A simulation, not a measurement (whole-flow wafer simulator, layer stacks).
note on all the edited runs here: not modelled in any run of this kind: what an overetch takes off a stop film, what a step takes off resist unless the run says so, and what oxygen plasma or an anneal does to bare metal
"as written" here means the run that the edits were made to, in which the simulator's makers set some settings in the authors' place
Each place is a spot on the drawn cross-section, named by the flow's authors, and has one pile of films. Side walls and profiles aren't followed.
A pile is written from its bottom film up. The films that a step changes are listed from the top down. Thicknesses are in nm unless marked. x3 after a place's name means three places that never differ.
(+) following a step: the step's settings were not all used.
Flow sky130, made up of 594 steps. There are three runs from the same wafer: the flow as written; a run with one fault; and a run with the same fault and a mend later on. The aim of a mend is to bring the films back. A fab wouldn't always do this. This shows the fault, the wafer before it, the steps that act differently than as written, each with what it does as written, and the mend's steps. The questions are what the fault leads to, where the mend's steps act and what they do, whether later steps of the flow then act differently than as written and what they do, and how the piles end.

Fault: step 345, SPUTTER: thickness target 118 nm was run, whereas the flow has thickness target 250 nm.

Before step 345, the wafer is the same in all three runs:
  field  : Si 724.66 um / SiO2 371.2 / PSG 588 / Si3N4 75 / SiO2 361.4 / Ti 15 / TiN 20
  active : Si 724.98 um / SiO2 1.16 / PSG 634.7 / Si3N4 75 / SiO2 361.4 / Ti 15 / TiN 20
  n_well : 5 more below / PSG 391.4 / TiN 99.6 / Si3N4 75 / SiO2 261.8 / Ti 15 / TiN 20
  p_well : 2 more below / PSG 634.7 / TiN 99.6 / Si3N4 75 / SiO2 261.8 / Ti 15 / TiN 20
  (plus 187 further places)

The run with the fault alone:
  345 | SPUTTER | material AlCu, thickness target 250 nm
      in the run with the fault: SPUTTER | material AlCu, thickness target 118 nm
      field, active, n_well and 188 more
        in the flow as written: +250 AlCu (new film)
        in the run with the fault: +118 AlCu (new film)
  Steps later in the flow that act otherwise than as written (8 more steps, not shown, differ only slightly: by at most 2% or 0.5 nm, whichever is larger):
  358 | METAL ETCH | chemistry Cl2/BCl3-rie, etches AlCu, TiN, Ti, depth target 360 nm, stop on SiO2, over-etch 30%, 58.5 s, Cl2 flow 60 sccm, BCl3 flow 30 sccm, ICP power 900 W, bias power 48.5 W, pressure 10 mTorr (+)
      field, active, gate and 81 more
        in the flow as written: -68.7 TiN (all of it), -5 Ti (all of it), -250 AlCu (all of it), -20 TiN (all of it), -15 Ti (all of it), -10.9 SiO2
        in the run with the fault: -68.7 TiN (all of it), -5 Ti (all of it), -118 AlCu (all of it), -20 TiN (all of it), -15 Ti (all of it), -24.1 SiO2
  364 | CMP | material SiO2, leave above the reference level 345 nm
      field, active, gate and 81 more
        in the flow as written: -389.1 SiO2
        in the run with the fault: -507.9 SiO2
  The piles end different from the flow's at field, active, n_well and 190 more by more than 2% or 0.5 nm, whichever is larger.
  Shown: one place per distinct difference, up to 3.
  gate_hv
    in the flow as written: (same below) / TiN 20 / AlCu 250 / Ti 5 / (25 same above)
    in the run with the fault: (same below) / TiN 20 / AlCu 118 / Ti 5 / (25 same above)
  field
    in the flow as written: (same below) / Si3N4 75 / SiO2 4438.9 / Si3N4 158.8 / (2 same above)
    in the run with the fault: (same below) / Si3N4 75 / SiO2 4306.9 / Si3N4 158.8 / (2 same above)
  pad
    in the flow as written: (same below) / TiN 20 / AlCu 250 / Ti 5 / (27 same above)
    in the run with the fault: (same below) / TiN 20 / AlCu 118 / Ti 5 / (27 same above)

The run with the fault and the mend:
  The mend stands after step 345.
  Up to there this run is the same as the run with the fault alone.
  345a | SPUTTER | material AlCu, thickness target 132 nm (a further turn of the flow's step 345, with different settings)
      field, active, n_well and 188 more
        +132 AlCu
  None of the later steps of the flow acts differently than as written at any place that is followed.
  At every place that both follow, the piles at the end match the flow's.
